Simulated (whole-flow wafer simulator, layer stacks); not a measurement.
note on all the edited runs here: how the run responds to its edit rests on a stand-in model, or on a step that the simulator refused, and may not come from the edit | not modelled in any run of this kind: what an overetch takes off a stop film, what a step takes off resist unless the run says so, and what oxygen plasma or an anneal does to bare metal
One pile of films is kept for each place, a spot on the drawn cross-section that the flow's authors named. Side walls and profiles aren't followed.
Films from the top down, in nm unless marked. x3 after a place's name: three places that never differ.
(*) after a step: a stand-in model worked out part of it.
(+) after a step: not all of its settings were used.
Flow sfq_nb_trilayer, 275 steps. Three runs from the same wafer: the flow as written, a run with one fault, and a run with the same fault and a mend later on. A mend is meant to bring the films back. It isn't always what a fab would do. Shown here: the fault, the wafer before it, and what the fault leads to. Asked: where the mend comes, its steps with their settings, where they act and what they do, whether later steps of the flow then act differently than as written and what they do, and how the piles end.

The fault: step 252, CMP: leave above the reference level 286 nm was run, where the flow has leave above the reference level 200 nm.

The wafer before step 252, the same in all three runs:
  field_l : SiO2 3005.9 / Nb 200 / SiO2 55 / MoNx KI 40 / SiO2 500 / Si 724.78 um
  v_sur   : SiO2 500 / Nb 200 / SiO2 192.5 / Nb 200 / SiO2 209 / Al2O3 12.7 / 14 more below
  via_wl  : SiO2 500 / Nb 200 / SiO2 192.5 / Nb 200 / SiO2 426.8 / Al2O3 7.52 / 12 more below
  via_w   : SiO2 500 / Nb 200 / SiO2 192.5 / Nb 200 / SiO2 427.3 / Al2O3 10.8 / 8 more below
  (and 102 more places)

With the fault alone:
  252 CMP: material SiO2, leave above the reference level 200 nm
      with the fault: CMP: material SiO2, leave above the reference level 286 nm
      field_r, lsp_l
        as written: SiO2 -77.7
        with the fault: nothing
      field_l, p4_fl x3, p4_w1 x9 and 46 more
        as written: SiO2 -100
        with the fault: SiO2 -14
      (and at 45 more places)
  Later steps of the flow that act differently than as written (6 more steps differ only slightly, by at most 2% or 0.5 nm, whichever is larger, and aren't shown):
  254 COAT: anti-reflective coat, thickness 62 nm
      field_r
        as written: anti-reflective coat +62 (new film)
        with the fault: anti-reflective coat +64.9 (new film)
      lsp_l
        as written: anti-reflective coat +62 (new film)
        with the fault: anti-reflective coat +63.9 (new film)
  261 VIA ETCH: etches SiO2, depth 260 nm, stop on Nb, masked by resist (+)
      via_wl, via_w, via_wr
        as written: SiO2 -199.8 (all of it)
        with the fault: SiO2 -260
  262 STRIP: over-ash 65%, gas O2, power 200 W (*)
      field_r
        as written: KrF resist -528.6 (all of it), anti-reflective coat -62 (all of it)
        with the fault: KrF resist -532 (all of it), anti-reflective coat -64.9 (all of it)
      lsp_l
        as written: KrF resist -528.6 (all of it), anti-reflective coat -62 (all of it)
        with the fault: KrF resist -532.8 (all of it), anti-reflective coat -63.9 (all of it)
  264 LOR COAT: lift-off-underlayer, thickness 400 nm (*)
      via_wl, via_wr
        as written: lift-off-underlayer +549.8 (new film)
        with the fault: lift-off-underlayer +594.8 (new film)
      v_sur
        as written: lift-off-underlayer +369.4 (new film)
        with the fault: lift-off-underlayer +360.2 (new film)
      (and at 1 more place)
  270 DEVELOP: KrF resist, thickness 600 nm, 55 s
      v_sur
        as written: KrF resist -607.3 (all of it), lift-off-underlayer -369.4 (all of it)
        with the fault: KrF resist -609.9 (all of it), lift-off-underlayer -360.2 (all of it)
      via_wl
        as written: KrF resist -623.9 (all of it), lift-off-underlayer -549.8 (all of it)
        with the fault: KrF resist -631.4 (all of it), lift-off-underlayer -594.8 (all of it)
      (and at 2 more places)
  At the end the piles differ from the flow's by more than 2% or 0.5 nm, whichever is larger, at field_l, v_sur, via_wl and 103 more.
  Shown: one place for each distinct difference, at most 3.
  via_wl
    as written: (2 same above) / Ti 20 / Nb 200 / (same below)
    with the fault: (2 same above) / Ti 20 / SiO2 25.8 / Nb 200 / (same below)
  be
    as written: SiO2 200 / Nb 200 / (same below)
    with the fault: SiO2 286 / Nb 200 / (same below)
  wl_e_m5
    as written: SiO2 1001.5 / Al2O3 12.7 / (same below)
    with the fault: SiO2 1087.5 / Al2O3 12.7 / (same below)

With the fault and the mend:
  The mend comes after step 259.
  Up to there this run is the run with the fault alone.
  259a STRIP: over-ash 65%, gas O2, power 200 W (*)
      field_l, v_sur, via_sp and 80 more
        KrF resist -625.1 (all of it), anti-reflective coat -62 (all of it)
      be_sur, gap, jj_sur and 7 more
        KrF resist -625 (all of it), anti-reflective coat -62 (all of it)
      via_wl, via_w, via_wr
        anti-reflective coat -62 (all of it)
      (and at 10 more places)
  259b CMP: material SiO2, leave above the reference level 200 nm (the flow's step 252 once more)
      field_l, v_sur, via_wl and 101 more
        SiO2 -86
      field_r, lsp_l
        SiO2 -77.7
  259c COAT: anti-reflective coat, thickness 62 nm (the flow's step 254 once more)
      field_l, v_sur, via_wl and 103 more
        anti-reflective coat +62 (new film)
  259d COAT: KrF resist, thickness 650 nm (the flow's step 255 once more)
      field_l, v_sur, via_wl and 103 more
        KrF resist +650 (new film)
  259e SOFTBAKE: KrF resist (the flow's step 256 once more)
      changes no film at any place that is followed
  259f EXPOSE: photomask I7, dose 11.93 mJ/cm2, NA 0.6, wavelength 248 nm (*) (the flow's step 257 once more)
      changes no film at any place that is followed
  259g PEB: KrF resist, 90 s (the flow's step 258 once more)
      field_l, v_sur, via_wl and 103 more
        KrF resist -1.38
  259h DEVELOP: KrF resist, thickness 650 nm, 60 s (the flow's step 259 once more)
      field_l, v_sur, via_sp and 100 more
        KrF resist -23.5
      via_wl, via_w, via_wr
        KrF resist -648.6 (all of it)
  No later step of the flow acts differently than as written at any place that is followed.
  At the end the piles are the same as the flow's at every place that both follow.
